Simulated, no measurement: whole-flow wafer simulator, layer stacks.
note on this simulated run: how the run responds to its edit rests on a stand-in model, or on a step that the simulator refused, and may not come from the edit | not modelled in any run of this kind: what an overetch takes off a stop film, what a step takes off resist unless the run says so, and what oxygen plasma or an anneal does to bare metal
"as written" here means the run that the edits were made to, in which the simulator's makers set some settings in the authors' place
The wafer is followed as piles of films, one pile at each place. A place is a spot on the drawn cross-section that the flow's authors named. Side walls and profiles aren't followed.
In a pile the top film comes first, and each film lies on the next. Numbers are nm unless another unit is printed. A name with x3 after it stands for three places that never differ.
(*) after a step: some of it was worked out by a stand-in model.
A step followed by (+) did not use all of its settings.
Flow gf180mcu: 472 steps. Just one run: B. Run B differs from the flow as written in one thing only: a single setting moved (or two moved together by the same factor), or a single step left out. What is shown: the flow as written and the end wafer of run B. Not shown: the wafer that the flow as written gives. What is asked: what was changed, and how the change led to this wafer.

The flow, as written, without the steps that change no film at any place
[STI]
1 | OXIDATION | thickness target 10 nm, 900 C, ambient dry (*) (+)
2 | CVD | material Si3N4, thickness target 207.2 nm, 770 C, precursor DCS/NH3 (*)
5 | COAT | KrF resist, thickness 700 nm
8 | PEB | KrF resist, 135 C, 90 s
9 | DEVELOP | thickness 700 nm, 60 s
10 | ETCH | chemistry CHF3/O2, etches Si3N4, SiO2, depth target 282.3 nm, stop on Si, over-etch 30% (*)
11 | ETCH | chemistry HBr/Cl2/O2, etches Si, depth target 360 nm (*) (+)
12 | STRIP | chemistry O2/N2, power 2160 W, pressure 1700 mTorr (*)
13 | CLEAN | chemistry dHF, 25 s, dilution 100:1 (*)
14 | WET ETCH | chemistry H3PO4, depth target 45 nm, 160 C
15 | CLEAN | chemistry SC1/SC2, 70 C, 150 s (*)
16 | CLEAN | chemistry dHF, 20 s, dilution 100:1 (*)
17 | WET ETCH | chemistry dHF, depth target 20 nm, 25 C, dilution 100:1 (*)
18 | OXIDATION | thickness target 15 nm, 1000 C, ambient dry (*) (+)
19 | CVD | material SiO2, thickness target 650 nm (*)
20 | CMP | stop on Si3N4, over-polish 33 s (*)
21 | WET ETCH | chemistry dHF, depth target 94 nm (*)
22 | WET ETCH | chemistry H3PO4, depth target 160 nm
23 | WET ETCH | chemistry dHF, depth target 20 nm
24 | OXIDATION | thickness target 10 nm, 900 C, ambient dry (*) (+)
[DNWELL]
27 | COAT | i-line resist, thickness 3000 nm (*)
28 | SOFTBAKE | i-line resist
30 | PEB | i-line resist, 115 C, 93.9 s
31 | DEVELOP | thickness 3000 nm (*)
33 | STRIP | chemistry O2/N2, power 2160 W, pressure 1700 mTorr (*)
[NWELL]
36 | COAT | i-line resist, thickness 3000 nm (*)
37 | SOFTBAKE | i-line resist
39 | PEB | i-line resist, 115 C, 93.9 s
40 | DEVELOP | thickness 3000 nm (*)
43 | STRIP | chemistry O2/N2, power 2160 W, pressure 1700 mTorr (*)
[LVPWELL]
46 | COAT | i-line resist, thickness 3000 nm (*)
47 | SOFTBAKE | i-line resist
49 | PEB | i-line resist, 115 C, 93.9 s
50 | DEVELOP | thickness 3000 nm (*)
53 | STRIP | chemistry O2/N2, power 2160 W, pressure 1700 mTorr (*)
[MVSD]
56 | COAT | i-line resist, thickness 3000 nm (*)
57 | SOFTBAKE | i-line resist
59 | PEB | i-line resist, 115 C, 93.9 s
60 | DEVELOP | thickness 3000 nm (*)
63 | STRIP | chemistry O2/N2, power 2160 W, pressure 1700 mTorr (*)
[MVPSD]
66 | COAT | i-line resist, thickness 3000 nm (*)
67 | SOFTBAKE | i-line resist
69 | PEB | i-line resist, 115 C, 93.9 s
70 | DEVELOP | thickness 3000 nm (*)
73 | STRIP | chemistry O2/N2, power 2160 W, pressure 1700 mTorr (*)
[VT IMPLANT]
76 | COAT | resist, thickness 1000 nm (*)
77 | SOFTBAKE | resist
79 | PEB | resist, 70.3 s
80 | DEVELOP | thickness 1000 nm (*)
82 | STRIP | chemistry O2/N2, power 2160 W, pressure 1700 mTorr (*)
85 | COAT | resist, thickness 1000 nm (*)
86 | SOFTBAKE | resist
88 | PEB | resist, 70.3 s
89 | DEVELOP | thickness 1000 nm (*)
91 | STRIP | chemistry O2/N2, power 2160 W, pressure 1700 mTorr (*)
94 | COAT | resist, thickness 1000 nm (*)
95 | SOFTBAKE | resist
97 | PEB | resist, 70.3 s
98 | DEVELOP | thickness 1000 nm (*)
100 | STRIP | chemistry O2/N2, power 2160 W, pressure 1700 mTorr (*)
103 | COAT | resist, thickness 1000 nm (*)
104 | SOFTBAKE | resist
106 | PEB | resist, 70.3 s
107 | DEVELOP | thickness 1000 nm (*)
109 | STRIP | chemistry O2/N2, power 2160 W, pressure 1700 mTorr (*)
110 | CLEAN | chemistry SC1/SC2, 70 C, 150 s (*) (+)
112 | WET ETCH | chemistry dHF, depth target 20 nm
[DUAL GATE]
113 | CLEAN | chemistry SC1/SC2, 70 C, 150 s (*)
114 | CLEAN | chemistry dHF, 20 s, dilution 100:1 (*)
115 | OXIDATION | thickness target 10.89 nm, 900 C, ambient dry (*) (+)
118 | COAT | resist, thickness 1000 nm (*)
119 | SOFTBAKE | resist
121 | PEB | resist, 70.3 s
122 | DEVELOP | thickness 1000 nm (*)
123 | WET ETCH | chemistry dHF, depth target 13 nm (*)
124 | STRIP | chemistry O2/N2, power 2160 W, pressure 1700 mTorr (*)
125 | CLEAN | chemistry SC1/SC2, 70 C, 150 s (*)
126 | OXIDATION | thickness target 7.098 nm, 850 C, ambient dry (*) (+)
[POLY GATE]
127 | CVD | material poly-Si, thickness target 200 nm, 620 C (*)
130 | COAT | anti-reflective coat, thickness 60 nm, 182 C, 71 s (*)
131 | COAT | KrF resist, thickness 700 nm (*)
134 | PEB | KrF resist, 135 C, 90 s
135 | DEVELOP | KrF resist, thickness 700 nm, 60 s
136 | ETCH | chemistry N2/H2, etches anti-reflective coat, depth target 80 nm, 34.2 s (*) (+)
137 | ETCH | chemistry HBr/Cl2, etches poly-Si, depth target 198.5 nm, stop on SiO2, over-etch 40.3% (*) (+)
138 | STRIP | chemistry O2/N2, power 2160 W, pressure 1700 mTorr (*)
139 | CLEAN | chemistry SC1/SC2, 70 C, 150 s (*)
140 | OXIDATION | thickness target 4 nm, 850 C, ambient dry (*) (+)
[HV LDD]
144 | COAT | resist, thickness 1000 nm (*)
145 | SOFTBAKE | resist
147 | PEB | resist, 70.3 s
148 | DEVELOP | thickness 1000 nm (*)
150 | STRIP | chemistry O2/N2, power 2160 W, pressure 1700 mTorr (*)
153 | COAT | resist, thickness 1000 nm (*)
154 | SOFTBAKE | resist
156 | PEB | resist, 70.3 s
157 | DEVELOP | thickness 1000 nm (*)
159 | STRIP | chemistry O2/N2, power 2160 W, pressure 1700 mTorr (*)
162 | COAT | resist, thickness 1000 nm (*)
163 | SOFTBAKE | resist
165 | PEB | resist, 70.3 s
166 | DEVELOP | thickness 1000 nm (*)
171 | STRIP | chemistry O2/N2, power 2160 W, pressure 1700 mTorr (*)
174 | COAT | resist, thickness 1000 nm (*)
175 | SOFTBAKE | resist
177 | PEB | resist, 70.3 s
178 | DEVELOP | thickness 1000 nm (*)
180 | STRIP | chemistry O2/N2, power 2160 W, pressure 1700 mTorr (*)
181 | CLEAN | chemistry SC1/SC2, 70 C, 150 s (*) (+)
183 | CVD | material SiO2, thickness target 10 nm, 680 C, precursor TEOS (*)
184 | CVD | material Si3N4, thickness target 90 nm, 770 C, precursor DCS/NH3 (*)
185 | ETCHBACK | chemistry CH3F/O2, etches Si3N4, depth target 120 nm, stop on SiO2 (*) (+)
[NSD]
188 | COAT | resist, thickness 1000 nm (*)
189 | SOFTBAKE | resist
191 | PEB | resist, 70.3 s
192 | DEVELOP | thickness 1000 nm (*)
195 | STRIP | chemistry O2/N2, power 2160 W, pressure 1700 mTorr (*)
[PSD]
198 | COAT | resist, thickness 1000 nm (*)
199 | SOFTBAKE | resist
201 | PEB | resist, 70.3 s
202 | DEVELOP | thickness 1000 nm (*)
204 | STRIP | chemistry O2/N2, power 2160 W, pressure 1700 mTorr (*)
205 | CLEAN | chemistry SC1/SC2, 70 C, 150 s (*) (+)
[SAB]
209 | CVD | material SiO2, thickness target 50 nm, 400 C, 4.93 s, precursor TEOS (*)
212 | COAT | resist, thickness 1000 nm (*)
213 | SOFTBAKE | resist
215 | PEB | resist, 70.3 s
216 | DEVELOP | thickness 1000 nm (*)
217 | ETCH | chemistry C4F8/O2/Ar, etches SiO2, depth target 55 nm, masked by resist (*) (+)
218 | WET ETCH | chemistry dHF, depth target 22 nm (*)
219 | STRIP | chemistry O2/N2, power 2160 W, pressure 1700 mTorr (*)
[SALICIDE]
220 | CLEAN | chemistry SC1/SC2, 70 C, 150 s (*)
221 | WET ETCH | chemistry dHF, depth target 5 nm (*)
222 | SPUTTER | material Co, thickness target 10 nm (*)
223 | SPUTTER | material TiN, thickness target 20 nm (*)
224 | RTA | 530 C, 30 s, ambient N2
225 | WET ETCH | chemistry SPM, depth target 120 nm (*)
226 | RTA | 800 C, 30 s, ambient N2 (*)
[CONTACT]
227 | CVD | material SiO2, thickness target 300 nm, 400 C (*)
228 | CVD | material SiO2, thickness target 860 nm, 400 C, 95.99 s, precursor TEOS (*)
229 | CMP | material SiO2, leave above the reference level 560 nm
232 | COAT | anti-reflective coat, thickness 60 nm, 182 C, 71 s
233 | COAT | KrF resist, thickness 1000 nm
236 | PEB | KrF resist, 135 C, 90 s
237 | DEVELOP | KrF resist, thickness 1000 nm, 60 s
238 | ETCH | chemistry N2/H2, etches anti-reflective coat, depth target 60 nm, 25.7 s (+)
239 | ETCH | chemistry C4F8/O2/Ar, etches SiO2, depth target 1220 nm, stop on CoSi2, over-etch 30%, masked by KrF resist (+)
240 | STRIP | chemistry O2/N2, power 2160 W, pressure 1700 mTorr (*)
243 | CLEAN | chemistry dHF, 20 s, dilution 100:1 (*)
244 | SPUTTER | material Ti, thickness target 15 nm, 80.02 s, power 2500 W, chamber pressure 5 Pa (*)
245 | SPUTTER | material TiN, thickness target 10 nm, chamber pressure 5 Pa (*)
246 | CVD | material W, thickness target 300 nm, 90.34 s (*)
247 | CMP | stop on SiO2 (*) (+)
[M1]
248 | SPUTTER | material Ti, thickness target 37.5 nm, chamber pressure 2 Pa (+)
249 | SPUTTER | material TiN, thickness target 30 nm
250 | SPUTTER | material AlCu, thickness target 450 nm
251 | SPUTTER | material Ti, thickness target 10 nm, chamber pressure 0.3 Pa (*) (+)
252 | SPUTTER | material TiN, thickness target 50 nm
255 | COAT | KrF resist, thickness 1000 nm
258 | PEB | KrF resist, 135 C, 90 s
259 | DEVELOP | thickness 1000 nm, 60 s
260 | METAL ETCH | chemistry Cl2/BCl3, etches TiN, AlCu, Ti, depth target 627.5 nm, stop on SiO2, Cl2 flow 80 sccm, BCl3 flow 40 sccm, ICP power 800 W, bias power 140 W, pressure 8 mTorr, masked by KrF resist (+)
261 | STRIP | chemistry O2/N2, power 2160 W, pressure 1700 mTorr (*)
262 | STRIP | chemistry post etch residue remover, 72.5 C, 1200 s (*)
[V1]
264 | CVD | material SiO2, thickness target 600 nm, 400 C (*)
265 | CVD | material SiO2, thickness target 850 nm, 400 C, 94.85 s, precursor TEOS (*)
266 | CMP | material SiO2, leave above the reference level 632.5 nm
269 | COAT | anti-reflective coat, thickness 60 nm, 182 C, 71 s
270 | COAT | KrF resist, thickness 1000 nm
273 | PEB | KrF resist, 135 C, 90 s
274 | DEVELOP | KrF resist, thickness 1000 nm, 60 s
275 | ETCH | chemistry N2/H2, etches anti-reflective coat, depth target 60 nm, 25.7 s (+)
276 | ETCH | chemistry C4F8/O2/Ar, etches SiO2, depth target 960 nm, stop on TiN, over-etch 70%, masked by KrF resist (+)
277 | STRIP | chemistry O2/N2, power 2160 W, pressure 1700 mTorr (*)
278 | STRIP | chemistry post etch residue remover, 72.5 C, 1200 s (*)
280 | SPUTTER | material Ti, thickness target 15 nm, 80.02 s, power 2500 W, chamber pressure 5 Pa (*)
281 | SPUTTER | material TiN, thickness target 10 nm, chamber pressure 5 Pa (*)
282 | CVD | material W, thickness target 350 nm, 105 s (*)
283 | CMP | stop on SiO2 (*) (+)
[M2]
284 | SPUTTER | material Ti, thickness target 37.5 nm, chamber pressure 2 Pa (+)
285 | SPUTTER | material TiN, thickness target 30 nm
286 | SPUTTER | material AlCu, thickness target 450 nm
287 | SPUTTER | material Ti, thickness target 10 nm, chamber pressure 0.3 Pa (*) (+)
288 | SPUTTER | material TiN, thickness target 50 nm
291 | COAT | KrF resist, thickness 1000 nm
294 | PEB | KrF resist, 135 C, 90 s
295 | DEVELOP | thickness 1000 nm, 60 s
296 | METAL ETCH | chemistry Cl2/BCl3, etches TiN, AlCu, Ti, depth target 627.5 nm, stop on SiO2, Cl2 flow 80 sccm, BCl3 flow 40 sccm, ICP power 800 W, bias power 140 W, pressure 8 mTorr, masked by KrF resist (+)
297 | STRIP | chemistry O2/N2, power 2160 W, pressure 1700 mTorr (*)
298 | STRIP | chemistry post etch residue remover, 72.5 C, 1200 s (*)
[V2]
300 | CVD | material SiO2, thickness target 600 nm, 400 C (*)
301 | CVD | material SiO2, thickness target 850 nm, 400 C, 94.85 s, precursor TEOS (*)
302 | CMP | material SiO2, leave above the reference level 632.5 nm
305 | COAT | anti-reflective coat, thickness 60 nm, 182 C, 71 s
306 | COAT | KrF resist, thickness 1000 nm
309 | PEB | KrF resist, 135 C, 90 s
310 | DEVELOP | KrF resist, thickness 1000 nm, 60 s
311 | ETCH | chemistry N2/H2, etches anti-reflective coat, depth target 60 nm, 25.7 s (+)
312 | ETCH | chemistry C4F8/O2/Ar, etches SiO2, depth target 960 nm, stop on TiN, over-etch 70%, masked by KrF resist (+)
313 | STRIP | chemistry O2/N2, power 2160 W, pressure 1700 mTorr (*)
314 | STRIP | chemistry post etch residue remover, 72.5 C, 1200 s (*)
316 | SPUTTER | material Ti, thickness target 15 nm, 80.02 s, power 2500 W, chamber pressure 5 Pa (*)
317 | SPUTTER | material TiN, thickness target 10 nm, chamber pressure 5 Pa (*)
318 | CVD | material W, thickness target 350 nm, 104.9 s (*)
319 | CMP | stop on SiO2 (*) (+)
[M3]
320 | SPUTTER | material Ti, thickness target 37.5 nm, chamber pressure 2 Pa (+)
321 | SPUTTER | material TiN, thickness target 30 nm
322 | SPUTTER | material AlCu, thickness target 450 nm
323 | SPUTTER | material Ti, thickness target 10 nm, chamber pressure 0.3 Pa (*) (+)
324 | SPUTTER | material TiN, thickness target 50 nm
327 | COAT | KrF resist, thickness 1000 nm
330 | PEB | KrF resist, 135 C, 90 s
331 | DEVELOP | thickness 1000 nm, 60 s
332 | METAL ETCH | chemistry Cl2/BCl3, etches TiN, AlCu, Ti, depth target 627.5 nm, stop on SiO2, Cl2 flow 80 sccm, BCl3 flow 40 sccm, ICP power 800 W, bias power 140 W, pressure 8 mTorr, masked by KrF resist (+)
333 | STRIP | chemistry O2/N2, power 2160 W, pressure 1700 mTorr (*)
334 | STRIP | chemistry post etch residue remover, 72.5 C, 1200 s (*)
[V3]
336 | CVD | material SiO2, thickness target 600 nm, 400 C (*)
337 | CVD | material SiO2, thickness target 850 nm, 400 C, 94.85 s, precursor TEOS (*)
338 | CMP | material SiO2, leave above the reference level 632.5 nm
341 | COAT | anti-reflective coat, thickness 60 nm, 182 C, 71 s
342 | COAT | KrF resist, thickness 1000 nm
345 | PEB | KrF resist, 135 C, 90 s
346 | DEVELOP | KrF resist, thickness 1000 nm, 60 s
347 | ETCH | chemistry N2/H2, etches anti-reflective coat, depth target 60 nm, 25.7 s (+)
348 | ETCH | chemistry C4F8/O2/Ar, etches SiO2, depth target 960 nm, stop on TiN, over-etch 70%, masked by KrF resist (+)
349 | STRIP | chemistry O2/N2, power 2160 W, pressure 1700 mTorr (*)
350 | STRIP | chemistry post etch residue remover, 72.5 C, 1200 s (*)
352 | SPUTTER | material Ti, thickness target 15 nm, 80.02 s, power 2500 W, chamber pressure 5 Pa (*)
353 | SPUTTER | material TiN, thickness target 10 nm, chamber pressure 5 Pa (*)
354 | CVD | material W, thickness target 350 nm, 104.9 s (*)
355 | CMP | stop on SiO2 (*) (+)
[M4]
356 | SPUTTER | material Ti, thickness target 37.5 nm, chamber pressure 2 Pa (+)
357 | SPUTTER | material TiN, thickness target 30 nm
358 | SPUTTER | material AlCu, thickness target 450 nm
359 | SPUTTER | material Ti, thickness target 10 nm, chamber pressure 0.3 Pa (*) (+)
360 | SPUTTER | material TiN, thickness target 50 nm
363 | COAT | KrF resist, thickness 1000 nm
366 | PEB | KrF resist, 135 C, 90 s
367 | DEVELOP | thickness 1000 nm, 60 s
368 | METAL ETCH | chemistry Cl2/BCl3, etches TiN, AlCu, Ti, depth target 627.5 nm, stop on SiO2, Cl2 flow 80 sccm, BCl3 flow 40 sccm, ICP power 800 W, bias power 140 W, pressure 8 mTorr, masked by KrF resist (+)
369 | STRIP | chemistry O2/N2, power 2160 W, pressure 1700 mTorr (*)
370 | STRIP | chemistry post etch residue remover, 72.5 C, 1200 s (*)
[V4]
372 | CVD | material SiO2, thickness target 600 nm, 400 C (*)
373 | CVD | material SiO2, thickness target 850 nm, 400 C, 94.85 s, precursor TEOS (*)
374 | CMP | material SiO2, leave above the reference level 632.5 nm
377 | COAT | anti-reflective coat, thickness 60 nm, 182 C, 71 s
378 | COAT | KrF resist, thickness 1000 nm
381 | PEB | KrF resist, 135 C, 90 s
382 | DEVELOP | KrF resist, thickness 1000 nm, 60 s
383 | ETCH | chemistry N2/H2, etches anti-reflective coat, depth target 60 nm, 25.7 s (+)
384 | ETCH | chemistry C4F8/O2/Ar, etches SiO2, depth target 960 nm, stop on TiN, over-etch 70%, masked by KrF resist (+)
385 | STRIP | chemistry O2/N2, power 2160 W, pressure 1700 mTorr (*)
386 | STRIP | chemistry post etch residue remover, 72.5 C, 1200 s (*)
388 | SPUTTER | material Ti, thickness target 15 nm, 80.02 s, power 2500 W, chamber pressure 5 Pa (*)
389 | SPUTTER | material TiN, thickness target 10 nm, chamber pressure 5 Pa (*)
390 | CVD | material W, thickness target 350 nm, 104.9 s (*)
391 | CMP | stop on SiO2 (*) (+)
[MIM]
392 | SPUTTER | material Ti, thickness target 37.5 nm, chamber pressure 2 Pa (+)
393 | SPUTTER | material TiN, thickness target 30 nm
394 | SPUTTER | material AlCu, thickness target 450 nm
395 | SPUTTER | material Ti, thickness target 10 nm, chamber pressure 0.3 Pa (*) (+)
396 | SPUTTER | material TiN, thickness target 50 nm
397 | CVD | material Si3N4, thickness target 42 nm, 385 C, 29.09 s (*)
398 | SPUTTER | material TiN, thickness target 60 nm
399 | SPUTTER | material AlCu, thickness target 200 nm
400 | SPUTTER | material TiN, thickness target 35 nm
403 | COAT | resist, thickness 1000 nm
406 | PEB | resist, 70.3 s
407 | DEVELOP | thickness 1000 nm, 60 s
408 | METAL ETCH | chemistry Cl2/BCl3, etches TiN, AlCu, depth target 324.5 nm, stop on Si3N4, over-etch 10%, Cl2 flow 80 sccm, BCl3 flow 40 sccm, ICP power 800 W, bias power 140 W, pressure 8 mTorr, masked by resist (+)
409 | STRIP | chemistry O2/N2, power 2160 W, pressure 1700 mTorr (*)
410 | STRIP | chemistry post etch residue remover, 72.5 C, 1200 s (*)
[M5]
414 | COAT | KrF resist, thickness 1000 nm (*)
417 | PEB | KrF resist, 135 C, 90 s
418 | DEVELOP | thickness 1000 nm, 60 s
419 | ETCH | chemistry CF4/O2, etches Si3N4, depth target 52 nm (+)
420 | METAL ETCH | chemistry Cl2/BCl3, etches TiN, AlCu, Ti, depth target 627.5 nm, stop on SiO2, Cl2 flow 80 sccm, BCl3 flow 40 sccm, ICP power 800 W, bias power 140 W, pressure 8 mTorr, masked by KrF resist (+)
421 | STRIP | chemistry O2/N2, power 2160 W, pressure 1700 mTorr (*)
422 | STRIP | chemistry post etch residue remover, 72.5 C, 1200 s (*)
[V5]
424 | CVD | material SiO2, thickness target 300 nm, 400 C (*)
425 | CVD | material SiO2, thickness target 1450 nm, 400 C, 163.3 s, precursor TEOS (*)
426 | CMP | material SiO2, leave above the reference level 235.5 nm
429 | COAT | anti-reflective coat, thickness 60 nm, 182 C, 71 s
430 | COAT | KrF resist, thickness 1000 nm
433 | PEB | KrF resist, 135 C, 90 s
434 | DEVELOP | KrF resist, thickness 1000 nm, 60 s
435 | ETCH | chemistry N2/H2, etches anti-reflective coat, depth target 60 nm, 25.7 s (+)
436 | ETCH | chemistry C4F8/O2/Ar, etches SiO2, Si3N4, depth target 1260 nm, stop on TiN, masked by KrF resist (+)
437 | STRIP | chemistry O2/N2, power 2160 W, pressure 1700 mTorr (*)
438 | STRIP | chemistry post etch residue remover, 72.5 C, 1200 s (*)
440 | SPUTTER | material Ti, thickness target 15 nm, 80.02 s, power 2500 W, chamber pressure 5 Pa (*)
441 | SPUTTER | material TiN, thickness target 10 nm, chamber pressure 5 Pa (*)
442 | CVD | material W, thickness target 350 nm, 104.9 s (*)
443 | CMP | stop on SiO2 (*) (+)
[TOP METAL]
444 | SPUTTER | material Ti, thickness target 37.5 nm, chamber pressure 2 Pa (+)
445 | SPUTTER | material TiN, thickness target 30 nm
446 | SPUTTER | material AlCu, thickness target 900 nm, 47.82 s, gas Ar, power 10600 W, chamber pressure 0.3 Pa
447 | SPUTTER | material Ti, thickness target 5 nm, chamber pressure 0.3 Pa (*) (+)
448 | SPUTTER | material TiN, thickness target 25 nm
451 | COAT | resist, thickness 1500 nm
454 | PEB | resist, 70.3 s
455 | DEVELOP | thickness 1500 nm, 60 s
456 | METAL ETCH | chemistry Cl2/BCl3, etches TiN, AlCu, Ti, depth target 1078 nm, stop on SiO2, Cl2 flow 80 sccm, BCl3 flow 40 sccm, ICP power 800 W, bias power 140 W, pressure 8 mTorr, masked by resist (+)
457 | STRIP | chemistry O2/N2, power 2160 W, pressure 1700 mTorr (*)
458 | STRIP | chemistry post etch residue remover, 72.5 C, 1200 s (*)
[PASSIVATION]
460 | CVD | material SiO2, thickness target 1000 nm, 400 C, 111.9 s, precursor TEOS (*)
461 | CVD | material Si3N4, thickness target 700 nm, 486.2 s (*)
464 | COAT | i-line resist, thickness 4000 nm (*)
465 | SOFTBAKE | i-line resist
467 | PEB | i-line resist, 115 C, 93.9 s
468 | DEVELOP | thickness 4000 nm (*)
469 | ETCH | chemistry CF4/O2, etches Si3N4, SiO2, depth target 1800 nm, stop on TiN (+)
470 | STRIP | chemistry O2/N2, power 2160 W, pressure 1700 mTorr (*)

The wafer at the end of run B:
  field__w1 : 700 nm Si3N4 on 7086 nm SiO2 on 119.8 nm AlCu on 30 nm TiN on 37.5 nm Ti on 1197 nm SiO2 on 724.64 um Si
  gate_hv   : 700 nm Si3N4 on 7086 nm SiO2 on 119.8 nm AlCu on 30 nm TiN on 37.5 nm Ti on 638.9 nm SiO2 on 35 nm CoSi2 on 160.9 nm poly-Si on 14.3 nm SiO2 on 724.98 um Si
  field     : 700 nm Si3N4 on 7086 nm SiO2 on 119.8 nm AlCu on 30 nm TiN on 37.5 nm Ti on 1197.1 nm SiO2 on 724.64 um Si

The reason: step 250, SPUTTER: thickness target 693 nm was run, while the flow as written has thickness target 450 nm.

How this came from the change, step by step:
  250 | SPUTTER | material AlCu, thickness target 450 nm
      field, field__w1, field__w2 and 108 more: +693 AlCu (new film) (it would be, as written: +450 AlCu (new film))
  260 | METAL ETCH | chemistry Cl2/BCl3, etches TiN, AlCu, Ti, depth target 627.5 nm, stop on SiO2, Cl2 flow 80 sccm, BCl3 flow 40 sccm, ICP power 800 W, bias power 140 W, pressure 8 mTorr, masked by KrF resist (+)
      field, field__w1, field__w2 and 99 more: -50 TiN (all of it), -10 Ti (all of it), -567.5 AlCu (it would be, as written: -50 TiN (all of it), -10 Ti (all of it), -450 AlCu (all of it), -30 TiN (all of it), -37.5 Ti (all of it))
  262 | STRIP | chemistry post etch residue remover, 72.5 C, 1200 s (*)
      field, field__w1, field__w2 and 99 more: -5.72 AlCu (it would be, as written: nothing)
  264 | CVD | material SiO2, thickness target 600 nm, 400 C (*)
      field, field__w1, field__w2 and 99 more: +600 SiO2 (new film) (it would be, as written: +600 SiO2)
  266 | CMP | material SiO2, leave above the reference level 632.5 nm
      field, field__w1, field__w2 and 99 more: -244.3 SiO2 (it would be, as written: -300 SiO2)
If metal films that touch count as one body, field__w1 has 1 body; the flow as written gives 0 bodies.
If metal films that touch count as one body, gate_hv has 2 bodies (between them, from the top down: SiO2 638.9); the flow as written gives 1 body.
If metal films that touch count as one body, field has 1 body; the flow as written gives 0 bodies.
